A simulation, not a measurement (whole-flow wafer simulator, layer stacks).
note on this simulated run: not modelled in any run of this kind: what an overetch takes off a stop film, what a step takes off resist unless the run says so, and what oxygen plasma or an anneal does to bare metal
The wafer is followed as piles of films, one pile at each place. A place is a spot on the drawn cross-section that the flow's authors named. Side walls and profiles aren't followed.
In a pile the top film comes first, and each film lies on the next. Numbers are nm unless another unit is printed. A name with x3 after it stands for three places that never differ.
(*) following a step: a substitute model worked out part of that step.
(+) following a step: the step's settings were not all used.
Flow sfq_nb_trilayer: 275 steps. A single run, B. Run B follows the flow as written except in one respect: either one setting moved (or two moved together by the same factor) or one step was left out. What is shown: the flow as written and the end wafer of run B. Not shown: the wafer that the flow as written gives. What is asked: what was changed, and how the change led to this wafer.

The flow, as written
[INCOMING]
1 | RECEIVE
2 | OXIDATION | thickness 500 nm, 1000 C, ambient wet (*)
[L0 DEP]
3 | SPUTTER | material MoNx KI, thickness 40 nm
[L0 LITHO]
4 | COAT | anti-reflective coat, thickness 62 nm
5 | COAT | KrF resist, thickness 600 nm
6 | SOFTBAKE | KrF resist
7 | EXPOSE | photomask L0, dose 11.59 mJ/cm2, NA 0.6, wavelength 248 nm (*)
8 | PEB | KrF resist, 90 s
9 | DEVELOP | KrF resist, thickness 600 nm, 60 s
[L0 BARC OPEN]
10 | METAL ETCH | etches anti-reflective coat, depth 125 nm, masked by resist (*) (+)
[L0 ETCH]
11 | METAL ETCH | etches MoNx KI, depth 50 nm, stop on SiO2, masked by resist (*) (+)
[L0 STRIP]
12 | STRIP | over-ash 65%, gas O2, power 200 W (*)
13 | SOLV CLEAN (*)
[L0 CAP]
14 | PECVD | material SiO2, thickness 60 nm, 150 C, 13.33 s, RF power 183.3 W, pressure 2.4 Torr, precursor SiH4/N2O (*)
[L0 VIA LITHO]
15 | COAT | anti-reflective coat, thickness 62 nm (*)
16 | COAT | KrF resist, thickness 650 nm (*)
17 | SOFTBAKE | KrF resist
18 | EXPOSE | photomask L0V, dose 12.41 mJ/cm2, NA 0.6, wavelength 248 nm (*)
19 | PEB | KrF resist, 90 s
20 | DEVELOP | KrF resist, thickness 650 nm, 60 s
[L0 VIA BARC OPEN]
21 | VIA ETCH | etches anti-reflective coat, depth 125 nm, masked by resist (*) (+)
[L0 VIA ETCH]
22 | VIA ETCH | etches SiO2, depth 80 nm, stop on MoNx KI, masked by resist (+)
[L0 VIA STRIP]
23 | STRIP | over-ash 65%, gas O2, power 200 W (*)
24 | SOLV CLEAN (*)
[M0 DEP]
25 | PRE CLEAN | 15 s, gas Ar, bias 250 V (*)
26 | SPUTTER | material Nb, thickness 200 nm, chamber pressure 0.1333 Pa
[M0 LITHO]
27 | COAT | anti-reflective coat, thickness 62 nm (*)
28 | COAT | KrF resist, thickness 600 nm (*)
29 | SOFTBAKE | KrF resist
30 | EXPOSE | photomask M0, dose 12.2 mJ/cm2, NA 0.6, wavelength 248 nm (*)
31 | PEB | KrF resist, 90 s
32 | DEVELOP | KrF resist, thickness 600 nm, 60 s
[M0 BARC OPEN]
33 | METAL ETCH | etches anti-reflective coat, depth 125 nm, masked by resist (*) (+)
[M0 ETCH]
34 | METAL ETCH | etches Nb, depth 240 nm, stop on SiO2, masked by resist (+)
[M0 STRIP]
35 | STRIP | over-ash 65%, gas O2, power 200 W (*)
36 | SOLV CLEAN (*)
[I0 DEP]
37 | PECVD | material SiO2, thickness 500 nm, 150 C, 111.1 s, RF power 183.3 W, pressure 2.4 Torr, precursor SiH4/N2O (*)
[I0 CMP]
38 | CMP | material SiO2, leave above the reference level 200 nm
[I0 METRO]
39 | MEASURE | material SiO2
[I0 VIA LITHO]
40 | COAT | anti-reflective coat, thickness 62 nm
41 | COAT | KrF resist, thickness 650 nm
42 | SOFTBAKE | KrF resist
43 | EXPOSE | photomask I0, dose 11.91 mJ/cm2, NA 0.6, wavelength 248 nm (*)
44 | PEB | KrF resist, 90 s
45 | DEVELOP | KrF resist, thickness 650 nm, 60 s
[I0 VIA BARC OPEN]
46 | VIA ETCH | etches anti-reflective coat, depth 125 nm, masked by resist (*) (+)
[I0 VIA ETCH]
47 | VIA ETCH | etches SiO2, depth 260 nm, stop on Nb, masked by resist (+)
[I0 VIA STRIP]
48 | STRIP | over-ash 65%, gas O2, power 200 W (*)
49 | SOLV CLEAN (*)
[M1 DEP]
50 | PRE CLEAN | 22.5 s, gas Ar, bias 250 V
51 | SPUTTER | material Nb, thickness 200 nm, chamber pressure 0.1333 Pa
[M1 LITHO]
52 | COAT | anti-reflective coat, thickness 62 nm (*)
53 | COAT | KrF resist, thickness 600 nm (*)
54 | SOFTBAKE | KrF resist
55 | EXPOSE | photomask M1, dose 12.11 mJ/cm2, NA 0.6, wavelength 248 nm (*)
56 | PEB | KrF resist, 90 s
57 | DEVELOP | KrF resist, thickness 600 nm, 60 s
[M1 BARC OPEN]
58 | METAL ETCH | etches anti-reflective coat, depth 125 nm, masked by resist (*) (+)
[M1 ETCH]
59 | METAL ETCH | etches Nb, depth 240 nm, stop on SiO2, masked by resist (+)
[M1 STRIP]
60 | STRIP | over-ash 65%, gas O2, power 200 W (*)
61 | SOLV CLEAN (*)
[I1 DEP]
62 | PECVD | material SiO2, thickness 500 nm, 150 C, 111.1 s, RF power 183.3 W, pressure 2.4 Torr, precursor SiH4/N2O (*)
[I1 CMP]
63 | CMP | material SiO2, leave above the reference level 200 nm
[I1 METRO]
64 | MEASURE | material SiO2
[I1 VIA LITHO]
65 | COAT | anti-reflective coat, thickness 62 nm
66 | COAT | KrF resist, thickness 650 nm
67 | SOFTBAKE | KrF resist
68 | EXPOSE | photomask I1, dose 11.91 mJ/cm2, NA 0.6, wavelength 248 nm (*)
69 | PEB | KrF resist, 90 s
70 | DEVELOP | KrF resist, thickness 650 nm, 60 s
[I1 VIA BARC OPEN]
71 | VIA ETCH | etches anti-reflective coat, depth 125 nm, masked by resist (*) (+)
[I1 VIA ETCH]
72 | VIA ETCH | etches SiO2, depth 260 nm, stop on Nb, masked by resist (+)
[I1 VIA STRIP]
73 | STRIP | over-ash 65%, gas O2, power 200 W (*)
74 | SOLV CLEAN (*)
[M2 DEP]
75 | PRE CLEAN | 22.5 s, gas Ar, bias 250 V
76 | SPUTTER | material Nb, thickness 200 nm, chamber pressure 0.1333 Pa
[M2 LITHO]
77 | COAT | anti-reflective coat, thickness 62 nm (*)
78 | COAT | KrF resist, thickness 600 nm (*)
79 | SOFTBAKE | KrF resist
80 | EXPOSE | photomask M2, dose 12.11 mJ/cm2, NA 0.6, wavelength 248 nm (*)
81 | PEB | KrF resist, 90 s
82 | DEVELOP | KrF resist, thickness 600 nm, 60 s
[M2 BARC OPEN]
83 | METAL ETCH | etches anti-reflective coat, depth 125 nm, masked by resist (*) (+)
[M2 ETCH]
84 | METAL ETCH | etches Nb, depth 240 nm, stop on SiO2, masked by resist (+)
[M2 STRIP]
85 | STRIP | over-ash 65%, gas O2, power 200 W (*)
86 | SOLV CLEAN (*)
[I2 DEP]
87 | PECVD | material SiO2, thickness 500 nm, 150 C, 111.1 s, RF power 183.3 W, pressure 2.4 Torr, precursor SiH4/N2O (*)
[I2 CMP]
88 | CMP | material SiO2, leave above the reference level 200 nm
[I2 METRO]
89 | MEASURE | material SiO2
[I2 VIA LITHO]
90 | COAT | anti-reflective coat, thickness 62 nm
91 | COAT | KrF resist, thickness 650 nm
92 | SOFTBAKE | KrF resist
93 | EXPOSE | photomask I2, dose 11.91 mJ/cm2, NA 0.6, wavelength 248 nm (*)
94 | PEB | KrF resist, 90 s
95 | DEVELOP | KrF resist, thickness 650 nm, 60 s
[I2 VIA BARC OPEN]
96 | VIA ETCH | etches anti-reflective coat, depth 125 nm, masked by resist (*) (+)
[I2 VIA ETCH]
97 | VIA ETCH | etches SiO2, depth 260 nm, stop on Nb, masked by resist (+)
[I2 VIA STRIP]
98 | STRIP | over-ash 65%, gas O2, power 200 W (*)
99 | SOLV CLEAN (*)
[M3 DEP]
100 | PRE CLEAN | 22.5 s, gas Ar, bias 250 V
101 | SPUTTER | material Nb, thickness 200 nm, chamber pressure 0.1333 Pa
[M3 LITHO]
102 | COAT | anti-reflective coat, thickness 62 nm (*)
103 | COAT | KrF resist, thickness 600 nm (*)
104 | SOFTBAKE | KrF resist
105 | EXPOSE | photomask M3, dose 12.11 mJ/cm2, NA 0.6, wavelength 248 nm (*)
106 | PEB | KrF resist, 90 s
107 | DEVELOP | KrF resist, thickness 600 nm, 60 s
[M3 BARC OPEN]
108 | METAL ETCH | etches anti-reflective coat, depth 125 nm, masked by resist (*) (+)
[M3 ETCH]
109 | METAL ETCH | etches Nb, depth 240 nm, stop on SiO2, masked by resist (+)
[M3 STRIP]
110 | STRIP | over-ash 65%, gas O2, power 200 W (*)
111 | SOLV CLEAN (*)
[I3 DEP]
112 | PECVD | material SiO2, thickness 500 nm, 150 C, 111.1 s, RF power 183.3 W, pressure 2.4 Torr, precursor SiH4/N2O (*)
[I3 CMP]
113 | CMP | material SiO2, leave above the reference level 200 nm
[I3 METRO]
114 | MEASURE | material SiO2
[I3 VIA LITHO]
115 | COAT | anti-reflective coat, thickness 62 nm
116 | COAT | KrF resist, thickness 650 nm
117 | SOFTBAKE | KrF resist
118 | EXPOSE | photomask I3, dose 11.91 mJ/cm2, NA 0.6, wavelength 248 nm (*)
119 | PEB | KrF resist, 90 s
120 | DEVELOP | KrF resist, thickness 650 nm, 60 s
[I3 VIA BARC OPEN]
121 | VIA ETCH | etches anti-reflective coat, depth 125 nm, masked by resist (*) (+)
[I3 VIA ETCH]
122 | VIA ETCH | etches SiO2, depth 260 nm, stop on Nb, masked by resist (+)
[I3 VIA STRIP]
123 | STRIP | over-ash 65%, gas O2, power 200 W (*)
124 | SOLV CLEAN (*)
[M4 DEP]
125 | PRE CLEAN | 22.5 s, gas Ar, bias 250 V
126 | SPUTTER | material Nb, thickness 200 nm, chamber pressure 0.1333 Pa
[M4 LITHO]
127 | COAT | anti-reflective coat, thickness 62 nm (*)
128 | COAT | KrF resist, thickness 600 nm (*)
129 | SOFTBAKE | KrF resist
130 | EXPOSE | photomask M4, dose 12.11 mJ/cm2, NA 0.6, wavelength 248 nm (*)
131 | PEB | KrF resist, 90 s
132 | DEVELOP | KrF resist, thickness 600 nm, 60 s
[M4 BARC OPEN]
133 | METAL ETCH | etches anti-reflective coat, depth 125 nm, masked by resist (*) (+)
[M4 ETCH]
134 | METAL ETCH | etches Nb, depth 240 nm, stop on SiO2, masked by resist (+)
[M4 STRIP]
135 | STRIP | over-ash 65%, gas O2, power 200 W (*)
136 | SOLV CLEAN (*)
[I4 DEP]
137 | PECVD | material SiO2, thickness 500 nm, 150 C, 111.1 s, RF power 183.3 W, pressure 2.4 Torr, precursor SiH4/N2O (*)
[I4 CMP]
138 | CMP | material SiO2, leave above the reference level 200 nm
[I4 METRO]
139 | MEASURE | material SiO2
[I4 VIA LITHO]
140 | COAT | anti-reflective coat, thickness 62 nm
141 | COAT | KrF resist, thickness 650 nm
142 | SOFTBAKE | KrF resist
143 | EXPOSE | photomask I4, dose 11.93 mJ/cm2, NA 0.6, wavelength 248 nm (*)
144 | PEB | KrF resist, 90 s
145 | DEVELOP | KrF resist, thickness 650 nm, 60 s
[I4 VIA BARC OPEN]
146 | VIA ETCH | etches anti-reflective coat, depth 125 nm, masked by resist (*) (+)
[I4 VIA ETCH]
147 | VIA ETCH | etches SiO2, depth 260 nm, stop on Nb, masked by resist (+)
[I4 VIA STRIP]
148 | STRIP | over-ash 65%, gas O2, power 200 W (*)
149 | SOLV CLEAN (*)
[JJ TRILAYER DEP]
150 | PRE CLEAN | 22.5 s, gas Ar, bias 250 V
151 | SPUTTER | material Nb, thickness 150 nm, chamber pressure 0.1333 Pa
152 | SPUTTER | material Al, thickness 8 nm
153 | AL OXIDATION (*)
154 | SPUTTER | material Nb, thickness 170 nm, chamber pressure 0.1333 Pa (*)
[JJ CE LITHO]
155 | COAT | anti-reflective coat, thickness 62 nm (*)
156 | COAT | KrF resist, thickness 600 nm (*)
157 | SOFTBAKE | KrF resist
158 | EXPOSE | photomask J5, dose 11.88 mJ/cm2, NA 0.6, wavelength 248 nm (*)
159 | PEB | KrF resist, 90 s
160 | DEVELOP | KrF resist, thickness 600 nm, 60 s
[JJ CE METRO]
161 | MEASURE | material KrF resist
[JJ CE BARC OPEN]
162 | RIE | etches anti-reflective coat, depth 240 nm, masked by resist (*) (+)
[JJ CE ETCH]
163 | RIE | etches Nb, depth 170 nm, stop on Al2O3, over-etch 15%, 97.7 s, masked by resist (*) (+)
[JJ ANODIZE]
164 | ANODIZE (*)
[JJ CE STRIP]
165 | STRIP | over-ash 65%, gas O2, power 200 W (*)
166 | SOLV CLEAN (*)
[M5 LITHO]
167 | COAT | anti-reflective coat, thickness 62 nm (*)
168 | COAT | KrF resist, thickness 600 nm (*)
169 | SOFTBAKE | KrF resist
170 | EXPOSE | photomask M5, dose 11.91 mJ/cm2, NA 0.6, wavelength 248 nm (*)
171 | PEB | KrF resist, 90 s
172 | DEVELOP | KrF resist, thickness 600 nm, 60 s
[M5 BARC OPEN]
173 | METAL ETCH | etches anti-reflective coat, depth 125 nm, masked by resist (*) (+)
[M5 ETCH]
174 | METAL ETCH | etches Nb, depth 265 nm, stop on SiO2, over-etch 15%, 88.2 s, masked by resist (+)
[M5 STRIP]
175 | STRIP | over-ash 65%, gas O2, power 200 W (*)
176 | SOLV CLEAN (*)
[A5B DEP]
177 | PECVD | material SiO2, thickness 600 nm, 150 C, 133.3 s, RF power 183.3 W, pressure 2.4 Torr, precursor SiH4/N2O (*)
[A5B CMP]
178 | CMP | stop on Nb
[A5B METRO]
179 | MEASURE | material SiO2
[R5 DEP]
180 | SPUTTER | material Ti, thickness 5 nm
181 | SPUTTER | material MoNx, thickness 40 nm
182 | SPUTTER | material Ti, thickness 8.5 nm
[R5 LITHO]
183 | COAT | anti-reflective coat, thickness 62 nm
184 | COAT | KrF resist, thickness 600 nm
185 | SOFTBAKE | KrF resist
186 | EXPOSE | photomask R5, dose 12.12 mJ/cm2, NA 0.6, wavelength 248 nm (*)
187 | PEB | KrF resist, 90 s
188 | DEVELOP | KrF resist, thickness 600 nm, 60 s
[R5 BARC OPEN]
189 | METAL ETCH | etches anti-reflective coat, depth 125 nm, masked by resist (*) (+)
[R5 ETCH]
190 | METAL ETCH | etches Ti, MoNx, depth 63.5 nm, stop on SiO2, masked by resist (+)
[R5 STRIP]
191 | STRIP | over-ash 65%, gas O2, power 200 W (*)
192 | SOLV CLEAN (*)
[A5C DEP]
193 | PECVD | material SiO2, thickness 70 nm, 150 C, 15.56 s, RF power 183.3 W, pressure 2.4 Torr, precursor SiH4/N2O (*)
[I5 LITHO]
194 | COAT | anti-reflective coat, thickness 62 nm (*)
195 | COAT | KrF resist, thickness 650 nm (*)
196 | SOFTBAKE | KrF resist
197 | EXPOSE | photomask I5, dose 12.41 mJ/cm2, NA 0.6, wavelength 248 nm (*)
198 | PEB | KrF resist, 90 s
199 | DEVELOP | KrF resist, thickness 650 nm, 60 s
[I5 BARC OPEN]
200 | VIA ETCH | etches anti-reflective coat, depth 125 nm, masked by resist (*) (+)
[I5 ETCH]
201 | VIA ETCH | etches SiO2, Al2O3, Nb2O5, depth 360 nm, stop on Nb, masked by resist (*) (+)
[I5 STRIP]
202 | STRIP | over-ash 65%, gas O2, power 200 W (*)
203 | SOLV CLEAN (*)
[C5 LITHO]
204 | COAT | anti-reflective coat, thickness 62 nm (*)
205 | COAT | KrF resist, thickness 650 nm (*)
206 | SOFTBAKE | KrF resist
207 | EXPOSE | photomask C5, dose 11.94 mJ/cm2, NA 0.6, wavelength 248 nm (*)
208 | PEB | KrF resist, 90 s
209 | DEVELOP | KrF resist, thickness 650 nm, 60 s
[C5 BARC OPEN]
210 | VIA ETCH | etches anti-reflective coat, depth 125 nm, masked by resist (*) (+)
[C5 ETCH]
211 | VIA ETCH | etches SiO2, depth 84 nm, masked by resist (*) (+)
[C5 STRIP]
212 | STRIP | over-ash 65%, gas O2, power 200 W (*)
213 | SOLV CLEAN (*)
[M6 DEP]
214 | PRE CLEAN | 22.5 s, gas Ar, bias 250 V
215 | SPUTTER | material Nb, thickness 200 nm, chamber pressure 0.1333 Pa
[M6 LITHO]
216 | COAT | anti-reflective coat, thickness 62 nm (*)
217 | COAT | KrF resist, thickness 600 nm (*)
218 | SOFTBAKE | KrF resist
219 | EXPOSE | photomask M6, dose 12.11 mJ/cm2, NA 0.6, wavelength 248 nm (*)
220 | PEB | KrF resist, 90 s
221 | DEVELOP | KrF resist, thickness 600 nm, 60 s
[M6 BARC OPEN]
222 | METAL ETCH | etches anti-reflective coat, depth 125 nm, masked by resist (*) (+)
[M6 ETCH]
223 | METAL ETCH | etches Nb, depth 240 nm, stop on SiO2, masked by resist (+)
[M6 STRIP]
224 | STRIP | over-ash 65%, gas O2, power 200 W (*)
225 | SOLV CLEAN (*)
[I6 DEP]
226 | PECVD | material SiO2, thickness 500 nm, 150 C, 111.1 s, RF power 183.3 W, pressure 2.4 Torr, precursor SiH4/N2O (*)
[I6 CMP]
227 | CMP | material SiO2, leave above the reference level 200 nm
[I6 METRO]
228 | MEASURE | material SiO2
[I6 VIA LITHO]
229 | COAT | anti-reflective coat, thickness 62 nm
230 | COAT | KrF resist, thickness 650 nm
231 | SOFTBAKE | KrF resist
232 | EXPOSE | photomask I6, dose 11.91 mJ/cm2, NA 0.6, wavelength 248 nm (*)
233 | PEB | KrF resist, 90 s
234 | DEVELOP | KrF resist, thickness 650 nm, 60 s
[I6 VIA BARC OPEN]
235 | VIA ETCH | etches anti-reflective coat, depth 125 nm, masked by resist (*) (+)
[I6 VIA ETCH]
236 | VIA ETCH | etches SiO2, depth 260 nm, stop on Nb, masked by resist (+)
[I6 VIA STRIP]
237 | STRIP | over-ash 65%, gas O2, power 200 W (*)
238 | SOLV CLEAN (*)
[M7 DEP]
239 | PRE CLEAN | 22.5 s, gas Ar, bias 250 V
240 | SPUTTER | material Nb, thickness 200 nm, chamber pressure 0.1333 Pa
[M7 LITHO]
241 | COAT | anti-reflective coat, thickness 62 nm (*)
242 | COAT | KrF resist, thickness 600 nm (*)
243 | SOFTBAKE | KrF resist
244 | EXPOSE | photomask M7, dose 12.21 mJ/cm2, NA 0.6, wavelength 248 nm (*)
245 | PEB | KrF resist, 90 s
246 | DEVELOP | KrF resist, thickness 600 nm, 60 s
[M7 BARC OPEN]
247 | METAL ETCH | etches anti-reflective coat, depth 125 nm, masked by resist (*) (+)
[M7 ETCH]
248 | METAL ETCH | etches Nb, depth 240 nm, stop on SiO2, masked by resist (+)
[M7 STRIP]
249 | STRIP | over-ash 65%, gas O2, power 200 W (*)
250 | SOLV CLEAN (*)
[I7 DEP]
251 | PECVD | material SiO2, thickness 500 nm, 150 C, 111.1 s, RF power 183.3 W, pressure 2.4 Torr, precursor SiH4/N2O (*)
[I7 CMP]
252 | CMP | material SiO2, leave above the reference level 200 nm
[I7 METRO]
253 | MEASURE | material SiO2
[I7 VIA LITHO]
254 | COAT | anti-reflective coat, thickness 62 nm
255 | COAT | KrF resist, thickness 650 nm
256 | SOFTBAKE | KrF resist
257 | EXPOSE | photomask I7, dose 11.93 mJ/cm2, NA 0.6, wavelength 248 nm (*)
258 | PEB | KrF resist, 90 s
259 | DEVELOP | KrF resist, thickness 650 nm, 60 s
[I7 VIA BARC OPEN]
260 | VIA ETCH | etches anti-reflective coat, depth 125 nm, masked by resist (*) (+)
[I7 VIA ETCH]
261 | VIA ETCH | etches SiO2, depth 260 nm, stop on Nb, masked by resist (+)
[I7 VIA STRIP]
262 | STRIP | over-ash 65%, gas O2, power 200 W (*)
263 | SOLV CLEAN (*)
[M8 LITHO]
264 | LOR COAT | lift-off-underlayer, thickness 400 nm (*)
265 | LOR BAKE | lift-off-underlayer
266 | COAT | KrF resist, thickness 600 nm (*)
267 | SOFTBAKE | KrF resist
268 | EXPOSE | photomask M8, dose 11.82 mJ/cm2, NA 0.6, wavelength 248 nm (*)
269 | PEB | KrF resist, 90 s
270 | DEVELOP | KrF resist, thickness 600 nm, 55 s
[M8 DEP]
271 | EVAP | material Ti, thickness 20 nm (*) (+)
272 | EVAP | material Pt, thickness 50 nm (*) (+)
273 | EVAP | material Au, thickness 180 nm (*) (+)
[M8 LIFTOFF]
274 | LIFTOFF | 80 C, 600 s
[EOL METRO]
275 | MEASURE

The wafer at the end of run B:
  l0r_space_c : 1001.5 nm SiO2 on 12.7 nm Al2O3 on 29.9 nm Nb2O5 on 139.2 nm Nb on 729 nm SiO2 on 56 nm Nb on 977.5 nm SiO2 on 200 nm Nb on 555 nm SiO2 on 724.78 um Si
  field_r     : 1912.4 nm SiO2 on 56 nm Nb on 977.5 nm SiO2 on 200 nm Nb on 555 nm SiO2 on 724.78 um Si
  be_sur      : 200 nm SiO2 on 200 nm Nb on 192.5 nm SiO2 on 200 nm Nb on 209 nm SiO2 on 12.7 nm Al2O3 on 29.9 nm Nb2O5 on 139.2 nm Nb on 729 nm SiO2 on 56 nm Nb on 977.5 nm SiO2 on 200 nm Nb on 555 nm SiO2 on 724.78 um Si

What caused this: step 109, METAL ETCH: depth 144 nm was run, while the flow as written has depth 240 nm.

How this came from the change, step by step:
  109 | METAL ETCH | etches Nb, depth 240 nm, stop on SiO2, masked by resist (+)
      field_l, be, be_sur and 72 more: -144 Nb (in the flow as written it would be: -200 Nb (all of it))
      v_sur, via_wl, via_w and 28 more: -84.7 KrF resist (in the flow as written it would be: -141.2 KrF resist)
  110 | STRIP | over-ash 65%, gas O2, power 200 W (*)
      p4_w1 x9, wl_j_sl, wl_jj and 13 more: -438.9 KrF resist (all of it), -62 anti-reflective coat (all of it) (in the flow as written it would be: -382.4 KrF resist (all of it), -62 anti-reflective coat (all of it))
      via_wl, via_wr: -440.7 KrF resist (all of it), -34.2 anti-reflective coat (all of it) (in the flow as written it would be: -384.2 KrF resist (all of it), -34.2 anti-reflective coat (all of it))
      (as well as at 5 more places)
  112 | PECVD | material SiO2, thickness 500 nm, 150 C, 111.1 s, RF power 183.3 W, pressure 2.4 Torr, precursor SiH4/N2O (*)
      field_l, be, be_sur and 64 more: +500 SiO2 (new film) (in the flow as written it would be: +500 SiO2)
      p4_g1 x2, p3_s0 x6: +501.1 SiO2 (new film) (in the flow as written it would be: +557.1 SiO2)
  113 | CMP | material SiO2, leave above the reference level 200 nm
      field_l, be, be_sur and 64 more: -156 SiO2 (in the flow as written it would be: -100 SiO2)
Taking metal films that touch as one body, l0r_space_c has 3 bodies (between them, from the top down: SiO2 729; SiO2 977.5); the flow as written gives 2 bodies (between them, from the top down: SiO2 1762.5).
Taking metal films that touch as one body, field_r has 2 bodies (between them, from the top down: SiO2 977.5); the flow as written gives 1 body.
Taking metal films that touch as one body, be_sur has 5 bodies (between them, from the top down: SiO2 192.5; SiO2 209 / Al2O3 12.7 / Nb2O5 29.9; SiO2 729; SiO2 977.5); the flow as written gives 4 bodies (between them, from the top down: SiO2 192.5; SiO2 209 / Al2O3 12.7 / Nb2O5 29.9; SiO2 1762.5).
